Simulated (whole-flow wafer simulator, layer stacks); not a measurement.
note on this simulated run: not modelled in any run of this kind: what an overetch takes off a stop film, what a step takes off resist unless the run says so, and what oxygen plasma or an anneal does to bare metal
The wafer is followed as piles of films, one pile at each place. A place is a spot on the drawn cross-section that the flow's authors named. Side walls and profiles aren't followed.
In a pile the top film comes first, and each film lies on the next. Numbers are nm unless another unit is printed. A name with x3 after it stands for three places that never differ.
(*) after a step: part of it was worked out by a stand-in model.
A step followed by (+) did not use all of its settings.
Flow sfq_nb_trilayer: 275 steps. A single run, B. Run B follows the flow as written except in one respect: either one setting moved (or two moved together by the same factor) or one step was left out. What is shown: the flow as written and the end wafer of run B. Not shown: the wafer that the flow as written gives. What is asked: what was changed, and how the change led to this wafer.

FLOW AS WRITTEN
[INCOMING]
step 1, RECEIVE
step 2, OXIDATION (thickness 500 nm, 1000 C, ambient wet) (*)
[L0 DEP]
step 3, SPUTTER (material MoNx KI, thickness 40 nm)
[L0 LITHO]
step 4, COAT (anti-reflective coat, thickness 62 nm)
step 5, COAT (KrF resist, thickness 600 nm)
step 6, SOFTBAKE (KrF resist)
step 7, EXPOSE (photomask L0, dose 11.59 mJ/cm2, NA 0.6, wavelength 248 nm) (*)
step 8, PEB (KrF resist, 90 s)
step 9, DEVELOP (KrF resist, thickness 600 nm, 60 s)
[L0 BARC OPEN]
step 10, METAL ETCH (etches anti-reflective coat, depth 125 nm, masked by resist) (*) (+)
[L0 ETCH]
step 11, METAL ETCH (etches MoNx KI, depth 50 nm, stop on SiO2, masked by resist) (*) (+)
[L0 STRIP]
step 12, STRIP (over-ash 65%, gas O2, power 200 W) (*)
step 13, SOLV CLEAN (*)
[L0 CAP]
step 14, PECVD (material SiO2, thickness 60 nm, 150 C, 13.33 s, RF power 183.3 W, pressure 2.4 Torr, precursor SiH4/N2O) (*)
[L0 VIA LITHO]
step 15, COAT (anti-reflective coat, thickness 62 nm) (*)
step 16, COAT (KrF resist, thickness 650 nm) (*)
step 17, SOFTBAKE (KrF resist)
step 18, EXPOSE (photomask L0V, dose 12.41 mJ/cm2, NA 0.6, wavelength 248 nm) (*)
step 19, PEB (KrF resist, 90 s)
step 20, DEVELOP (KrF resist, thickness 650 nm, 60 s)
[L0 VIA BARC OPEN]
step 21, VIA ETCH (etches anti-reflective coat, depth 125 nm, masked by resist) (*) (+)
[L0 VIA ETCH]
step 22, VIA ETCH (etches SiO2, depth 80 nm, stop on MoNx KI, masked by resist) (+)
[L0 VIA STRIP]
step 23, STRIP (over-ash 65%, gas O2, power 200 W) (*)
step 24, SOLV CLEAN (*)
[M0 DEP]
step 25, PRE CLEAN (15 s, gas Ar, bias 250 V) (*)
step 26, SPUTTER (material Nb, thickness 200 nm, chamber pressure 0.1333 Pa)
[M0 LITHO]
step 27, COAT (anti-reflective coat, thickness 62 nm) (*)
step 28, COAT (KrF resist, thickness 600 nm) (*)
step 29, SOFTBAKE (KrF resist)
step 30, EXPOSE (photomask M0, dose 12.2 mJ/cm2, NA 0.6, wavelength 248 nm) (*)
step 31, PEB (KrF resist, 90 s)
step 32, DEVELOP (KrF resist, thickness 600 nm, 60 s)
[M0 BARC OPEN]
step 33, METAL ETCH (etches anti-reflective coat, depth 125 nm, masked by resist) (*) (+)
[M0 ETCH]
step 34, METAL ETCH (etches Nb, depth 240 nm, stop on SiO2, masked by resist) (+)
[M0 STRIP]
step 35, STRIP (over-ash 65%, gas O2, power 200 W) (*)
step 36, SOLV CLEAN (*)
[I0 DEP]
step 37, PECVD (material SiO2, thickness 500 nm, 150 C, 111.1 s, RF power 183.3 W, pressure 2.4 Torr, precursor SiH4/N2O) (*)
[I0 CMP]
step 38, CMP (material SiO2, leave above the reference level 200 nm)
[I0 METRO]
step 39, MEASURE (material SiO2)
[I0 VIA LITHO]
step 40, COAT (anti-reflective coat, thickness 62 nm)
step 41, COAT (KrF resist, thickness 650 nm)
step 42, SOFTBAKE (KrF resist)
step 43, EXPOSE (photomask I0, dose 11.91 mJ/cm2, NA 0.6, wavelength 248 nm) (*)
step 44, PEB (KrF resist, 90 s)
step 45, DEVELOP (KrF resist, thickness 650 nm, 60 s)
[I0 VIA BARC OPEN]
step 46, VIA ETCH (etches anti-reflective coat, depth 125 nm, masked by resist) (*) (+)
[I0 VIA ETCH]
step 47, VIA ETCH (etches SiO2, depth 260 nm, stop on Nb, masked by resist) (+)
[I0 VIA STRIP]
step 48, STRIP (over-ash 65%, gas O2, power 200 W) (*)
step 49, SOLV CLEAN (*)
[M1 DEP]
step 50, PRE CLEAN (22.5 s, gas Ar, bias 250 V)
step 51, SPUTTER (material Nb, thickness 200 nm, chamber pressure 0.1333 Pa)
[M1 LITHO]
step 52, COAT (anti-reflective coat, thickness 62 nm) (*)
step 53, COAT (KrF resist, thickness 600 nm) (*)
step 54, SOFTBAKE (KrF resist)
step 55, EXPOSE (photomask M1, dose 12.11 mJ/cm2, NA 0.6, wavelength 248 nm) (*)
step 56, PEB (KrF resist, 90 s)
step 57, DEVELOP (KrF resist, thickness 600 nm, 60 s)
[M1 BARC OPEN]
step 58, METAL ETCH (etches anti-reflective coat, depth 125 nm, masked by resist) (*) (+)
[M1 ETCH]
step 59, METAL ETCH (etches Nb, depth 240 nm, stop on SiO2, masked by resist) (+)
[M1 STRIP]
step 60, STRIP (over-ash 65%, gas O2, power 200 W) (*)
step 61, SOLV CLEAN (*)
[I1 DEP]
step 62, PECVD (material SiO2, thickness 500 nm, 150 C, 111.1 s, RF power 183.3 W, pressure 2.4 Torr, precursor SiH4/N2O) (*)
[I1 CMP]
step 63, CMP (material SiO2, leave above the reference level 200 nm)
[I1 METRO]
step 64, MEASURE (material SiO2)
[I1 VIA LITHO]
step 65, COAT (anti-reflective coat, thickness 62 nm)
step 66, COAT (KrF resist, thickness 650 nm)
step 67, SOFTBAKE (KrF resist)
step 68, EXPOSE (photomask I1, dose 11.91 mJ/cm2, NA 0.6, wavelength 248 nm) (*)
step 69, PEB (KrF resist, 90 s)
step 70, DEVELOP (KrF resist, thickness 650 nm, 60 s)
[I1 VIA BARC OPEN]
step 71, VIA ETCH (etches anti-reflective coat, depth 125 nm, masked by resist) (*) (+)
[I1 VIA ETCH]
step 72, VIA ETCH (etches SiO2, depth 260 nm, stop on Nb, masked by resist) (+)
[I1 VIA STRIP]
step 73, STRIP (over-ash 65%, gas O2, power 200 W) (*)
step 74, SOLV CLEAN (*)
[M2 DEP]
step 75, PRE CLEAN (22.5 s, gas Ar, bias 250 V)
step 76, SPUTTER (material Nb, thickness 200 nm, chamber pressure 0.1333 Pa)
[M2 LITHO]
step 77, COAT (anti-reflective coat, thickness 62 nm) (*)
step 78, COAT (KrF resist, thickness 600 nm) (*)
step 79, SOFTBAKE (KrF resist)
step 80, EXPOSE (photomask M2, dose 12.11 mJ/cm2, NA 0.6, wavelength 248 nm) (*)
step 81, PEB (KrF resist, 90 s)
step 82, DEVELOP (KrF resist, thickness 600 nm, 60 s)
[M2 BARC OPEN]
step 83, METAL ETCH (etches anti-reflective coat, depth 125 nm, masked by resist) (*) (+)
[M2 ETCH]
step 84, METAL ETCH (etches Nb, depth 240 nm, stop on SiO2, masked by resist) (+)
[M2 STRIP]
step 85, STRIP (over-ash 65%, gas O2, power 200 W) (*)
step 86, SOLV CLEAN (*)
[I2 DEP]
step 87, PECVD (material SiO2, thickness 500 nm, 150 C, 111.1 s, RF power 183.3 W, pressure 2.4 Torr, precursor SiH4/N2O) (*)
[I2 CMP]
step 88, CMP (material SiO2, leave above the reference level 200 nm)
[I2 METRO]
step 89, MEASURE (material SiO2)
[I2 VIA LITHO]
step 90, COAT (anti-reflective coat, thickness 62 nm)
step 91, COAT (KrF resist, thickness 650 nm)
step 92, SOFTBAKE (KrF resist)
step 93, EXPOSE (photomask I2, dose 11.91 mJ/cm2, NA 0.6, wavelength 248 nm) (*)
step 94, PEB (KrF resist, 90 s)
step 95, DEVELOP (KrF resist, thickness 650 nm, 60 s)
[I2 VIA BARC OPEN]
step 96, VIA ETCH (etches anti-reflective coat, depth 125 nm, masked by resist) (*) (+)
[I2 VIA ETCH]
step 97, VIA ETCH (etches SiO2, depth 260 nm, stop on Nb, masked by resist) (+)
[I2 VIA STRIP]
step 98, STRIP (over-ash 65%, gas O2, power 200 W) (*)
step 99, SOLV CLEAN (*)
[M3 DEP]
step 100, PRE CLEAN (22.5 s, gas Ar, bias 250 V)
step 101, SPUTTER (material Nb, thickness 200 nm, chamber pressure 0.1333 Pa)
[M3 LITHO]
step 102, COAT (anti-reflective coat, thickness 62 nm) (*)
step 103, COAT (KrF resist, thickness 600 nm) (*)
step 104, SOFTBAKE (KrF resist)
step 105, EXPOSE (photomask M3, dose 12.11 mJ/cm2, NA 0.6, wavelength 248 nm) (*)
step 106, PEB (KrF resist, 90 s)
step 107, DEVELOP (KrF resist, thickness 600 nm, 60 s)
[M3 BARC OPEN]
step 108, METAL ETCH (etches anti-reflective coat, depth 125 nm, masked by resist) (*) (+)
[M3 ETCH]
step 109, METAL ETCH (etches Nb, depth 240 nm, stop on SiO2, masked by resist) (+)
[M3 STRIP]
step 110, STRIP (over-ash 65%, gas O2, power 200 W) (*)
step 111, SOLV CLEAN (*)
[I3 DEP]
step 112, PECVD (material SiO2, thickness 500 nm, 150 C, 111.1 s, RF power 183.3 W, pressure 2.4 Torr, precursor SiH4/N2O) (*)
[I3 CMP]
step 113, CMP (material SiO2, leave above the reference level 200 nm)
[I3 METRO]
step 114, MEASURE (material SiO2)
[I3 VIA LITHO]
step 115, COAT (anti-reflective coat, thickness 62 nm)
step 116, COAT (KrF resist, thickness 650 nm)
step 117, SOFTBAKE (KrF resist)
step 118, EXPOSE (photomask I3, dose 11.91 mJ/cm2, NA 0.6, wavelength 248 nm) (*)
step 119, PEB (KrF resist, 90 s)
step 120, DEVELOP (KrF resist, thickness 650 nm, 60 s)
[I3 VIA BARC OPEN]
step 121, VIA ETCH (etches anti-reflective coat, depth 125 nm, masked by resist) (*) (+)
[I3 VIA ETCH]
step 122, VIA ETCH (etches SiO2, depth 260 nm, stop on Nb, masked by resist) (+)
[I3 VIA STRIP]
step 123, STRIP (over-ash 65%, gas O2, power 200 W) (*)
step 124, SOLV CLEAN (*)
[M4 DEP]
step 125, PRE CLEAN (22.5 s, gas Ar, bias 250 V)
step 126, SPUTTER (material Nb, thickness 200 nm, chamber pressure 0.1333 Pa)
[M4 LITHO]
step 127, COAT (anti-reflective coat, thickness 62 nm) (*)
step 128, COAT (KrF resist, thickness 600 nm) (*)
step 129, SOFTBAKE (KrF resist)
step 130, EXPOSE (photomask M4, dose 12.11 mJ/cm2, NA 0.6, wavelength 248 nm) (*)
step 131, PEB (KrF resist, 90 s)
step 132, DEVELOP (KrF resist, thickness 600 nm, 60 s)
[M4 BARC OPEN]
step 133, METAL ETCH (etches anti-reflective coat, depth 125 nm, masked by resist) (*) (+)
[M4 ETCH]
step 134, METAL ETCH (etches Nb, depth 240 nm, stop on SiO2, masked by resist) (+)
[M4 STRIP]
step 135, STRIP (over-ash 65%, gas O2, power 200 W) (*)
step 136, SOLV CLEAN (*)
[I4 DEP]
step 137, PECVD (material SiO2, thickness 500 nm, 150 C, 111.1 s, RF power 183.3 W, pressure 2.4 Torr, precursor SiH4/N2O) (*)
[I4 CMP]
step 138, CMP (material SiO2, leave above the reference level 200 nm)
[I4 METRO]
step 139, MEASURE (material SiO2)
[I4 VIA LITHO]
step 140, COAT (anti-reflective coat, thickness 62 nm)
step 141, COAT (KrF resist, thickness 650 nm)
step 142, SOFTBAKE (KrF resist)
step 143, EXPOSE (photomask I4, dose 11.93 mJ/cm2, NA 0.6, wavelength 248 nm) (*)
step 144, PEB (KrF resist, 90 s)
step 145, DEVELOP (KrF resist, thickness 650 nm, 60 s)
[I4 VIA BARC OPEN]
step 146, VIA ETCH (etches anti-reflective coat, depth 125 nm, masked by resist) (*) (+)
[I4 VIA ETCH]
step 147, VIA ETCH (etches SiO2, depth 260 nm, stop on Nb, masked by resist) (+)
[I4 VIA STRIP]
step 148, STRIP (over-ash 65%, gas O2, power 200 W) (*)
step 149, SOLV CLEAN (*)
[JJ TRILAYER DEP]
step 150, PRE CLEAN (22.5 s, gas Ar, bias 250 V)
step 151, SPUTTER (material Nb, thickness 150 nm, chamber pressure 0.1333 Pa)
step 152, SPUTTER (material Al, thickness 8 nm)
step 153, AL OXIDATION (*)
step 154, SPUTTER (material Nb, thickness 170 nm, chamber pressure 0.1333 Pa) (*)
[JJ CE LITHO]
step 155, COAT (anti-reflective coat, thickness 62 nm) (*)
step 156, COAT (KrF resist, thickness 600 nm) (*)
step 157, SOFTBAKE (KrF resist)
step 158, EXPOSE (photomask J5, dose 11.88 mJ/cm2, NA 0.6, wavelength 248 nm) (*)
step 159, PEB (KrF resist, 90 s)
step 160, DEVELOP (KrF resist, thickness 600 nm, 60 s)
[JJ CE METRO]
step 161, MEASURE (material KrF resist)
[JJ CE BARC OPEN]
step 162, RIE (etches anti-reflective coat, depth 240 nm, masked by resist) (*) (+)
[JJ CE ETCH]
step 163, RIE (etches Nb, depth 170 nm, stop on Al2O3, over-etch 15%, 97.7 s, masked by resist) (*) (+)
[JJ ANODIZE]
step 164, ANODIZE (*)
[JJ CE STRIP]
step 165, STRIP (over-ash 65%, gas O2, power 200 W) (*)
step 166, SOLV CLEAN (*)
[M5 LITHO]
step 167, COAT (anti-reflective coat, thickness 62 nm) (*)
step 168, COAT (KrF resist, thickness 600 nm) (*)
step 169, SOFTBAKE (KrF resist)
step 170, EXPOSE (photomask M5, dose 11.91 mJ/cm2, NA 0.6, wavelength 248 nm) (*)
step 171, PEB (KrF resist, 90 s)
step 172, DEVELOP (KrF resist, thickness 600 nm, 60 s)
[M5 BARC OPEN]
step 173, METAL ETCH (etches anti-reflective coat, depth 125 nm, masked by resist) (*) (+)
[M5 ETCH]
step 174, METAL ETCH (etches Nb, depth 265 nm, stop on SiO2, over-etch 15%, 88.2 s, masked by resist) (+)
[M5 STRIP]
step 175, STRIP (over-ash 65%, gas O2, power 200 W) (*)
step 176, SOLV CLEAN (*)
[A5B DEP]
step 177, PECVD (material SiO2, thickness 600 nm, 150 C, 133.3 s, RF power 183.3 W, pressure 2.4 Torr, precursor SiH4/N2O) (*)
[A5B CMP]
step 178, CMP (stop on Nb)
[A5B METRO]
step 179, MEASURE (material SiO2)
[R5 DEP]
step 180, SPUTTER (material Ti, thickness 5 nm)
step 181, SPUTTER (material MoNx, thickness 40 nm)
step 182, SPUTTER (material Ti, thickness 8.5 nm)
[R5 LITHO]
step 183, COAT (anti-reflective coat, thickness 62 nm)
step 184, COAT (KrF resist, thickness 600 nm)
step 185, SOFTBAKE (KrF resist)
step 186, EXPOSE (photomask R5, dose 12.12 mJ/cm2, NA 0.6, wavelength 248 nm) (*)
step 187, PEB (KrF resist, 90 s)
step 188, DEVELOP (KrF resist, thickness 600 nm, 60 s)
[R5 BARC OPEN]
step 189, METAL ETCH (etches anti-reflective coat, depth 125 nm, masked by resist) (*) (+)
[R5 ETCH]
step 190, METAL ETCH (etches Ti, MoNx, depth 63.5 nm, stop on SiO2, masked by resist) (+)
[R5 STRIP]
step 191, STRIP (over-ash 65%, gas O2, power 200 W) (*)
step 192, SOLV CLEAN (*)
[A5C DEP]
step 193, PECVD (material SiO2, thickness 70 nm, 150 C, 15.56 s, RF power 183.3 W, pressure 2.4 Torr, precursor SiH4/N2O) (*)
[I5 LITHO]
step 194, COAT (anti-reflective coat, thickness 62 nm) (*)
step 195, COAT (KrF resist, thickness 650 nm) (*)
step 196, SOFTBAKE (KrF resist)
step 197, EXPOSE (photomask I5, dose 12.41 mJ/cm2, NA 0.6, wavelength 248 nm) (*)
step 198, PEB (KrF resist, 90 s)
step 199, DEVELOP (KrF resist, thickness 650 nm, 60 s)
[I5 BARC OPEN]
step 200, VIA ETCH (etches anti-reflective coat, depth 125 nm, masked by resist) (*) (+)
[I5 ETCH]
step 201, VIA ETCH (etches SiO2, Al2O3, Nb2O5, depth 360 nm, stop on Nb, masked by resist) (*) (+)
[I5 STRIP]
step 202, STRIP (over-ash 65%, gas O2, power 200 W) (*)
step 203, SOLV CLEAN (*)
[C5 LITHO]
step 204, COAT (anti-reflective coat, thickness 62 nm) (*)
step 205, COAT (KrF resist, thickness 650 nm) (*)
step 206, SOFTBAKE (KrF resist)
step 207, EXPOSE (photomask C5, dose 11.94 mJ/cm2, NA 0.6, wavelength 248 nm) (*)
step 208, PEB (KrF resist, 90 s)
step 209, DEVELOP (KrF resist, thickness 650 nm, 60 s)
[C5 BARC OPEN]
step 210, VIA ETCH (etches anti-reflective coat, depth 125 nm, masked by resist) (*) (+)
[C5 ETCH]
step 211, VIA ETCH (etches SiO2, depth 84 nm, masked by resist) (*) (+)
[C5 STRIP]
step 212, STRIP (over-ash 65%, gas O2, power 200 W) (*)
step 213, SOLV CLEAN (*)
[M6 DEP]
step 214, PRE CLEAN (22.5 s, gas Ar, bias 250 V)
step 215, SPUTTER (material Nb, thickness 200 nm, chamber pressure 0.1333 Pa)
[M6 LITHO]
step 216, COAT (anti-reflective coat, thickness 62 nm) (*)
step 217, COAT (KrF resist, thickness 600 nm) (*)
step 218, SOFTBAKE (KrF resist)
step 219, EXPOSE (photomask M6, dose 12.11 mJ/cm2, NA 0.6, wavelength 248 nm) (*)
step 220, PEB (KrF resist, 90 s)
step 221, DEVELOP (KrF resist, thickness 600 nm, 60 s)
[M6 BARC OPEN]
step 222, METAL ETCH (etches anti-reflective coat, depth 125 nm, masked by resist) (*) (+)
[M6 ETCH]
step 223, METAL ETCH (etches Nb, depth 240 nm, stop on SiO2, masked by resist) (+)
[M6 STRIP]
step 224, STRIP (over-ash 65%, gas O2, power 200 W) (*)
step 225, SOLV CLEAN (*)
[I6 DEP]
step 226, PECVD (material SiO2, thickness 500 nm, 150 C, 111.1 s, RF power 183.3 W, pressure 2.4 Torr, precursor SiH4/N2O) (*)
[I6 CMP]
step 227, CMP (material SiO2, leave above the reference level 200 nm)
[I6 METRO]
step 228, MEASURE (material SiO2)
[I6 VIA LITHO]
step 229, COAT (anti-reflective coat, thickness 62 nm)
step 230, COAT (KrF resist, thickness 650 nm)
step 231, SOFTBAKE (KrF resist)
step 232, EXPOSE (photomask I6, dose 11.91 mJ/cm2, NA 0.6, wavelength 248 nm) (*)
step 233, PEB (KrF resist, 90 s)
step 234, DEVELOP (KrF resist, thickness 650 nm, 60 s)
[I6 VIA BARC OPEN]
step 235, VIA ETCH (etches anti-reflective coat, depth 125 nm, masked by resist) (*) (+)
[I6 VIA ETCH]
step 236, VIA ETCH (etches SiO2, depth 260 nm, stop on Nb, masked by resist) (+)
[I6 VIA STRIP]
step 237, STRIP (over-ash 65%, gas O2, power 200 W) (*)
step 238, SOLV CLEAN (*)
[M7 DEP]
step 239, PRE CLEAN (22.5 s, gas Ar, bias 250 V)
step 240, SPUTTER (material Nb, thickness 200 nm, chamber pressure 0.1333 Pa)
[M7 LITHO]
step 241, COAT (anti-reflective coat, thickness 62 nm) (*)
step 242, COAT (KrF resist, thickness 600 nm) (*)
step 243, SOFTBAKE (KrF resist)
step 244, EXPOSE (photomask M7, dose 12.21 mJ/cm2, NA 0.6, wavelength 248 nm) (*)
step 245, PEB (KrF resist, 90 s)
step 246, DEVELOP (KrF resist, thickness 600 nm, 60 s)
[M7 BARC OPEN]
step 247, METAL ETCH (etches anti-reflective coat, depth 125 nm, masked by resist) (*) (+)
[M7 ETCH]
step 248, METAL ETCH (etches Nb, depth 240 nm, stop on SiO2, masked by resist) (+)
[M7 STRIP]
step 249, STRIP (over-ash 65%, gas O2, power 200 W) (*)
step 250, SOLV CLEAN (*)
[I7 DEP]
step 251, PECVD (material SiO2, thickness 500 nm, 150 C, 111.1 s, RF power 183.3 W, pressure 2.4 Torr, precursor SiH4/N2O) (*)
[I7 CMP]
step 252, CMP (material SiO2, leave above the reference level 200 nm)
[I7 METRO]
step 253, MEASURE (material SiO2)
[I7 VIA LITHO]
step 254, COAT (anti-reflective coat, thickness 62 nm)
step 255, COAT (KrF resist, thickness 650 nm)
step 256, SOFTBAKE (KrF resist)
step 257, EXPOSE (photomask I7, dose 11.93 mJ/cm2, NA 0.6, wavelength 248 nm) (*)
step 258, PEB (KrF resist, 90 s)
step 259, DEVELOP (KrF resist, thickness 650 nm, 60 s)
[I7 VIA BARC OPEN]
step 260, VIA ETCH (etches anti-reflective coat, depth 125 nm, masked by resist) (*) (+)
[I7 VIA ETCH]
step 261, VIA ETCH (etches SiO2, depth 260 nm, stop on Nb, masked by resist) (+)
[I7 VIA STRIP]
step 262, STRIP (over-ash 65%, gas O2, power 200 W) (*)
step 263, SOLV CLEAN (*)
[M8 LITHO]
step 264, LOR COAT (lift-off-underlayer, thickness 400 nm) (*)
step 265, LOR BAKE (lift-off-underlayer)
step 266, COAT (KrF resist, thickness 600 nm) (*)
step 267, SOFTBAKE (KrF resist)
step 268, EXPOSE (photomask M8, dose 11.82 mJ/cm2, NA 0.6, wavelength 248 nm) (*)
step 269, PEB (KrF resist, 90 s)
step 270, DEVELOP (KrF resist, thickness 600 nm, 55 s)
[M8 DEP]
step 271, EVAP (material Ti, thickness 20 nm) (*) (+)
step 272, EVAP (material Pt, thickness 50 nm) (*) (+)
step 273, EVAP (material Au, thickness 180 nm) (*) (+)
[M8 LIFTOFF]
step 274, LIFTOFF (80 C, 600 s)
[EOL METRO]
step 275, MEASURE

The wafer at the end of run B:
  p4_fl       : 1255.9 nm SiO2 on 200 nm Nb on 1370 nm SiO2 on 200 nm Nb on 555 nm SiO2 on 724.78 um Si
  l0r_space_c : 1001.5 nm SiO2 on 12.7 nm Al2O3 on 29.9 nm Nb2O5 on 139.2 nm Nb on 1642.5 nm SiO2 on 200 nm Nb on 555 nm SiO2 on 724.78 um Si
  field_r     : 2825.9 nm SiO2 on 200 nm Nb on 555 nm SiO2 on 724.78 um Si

Cause: step 138, CMP: leave above the reference level 80 nm was run, whereas the flow has leave above the reference level 200 nm.

The path from the change to this, step by step:
  step 138, CMP (material SiO2, leave above the reference level 200 nm)
      field_l, be, be_sur and 55 more: -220 SiO2 (it would be, as written: -100 SiO2)
      v_sur, via_wl, via_w and 35 more: -420 SiO2 (it would be, as written: -300 SiO2)
      (also at 10 further places)
  step 147, VIA ETCH (etches SiO2, depth 260 nm, stop on Nb, masked by resist) (+)
      field_l, v_sur, via_sp and 100 more: -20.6 KrF resist (it would be, as written: -44.8 KrF resist)
      via_wl, via_w, via_wr: -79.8 SiO2 (all of it) (it would be, as written: -199.8 SiO2 (all of it))
  step 148, STRIP (over-ash 65%, gas O2, power 200 W) (*)
      field_l, v_sur, via_sp and 100 more: -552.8 KrF resist (all of it), -62 anti-reflective coat (all of it) (it would be, as written: -528.6 KrF resist (all of it), -62 anti-reflective coat (all of it))
  step 151, SPUTTER (material Nb, thickness 150 nm, chamber pressure 0.1333 Pa)
      via_wl, via_wr: +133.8 Nb (it would be, as written: +130.4 Nb)
      via_w: +149.4 Nb (it would be, as written: +130.4 Nb)
  step 152, SPUTTER (material Al, thickness 8 nm)
      via_wl, via_wr: +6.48 Al (new film) (it would be, as written: +5.14 Al (new film))
      via_w: +7.94 Al (new film) (it would be, as written: +7.12 Al (new film))
  step 154, SPUTTER (material Nb, thickness 170 nm, chamber pressure 0.1333 Pa) (*)
      via_wl, via_wr: +133.7 Nb (new film) (it would be, as written: +140.7 Nb (new film))
      via_w: +169.3 Nb (new film) (it would be, as written: +141 Nb (new film))
  step 155, COAT (anti-reflective coat, thickness 62 nm) (*)
      via_wl, via_wr: +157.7 anti-reflective coat (new film) (it would be, as written: +209.4 anti-reflective coat (new film))
      v_sur: +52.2 anti-reflective coat (new film) (it would be, as written: +45.1 anti-reflective coat (new film))
      (also at 2 further places)
  step 156, COAT (KrF resist, thickness 600 nm) (*)
      via_wl: +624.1 KrF resist (new film) (it would be, as written: +663 KrF resist (new film))
      via_w: +644.5 KrF resist (new film) (it would be, as written: +763.8 KrF resist (new film))
      (also at 1 further place)
  step 160, DEVELOP (KrF resist, thickness 600 nm, 60 s)
      via_wl: -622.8 KrF resist (all of it) (it would be, as written: -661.6 KrF resist (all of it))
      via_w: -643.2 KrF resist (all of it) (it would be, as written: -762.1 KrF resist (all of it))
      (also at 1 further place)
  step 162, RIE (etches anti-reflective coat, depth 240 nm, masked by resist) (*) (+)
      ce_l, c5j, ce_r, wl_jj: -157.7 KrF resist (it would be, as written: -209.4 KrF resist)
      via_wl, via_wr: -157.7 anti-reflective coat (all of it) (it would be, as written: -209.4 anti-reflective coat (all of it))
      (also at 3 further places)
  step 163, RIE (etches Nb, depth 170 nm, stop on Al2O3, over-etch 15%, 97.7 s, masked by resist) (*) (+)
      via_w: -169.3 Nb (all of it), -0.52 Al2O3 (it would be, as written: -141 Nb (all of it), -0.96 Al2O3 (all of it))
      via_wl, via_wr: -133.7 Nb (all of it), -0.96 Al2O3 (all of it) (it would be, as written: -140.7 Nb (all of it), -0.96 Al2O3 (all of it))
  step 164, ANODIZE (*)
      via_w: +12.1 Al2O3, +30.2 Nb2O5 (new film), -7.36 Al (all of it), -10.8 Nb (it would be, as written: +10.8 Al2O3 (new film), +33.3 Nb2O5 (new film), -6.54 Al (all of it), -12 Nb)
      via_wl, via_wr: +9.73 Al2O3 (new film), +35.2 Nb2O5 (new film), -5.9 Al (all of it), -12.7 Nb (it would be, as written: +7.52 Al2O3 (new film), +39.2 Nb2O5 (new film), -4.56 Al (all of it), -14.1 Nb)
  step 165, STRIP (over-ash 65%, gas O2, power 200 W) (*)
      ce_l: -319.3 KrF resist (all of it), -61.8 anti-reflective coat (all of it) (it would be, as written: -266.8 KrF resist (all of it), -61.4 anti-reflective coat (all of it))
      c5j: -319.3 KrF resist (all of it), -61.8 anti-reflective coat (all of it) (it would be, as written: -266.9 KrF resist (all of it), -61.5 anti-reflective coat (all of it))
      (also at 2 further places)
  step 167, COAT (anti-reflective coat, thickness 62 nm) (*)
      v_sur: +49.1 anti-reflective coat (new film) (it would be, as written: +44.9 anti-reflective coat (new film))
      via_wl: +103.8 anti-reflective coat (new film) (it would be, as written: +170.5 anti-reflective coat (new film))
      (also at 3 further places)
  step 168, COAT (KrF resist, thickness 600 nm) (*)
      v_sur: +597 KrF resist (new film) (it would be, as written: +577.9 KrF resist (new film))
      via_wl: +631.6 KrF resist (new film) (it would be, as written: +656 KrF resist (new film))
      (also at 3 further places)
  step 175, STRIP (over-ash 65%, gas O2, power 200 W) (*)
      v_sur: -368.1 KrF resist (all of it), -49.1 anti-reflective coat (all of it) (it would be, as written: -349.2 KrF resist (all of it), -44.9 anti-reflective coat (all of it))
      via_wl: -402.7 KrF resist (all of it), -103.8 anti-reflective coat (all of it) (it would be, as written: -427 KrF resist (all of it), -170.5 anti-reflective coat (all of it))
      (also at 3 further places)
  step 178, CMP (stop on Nb)
      via_wl, via_wr: -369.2 SiO2 (it would be, as written: -235.7 SiO2)
      via_w: -373.9 SiO2 (it would be, as written: -235.2 SiO2)
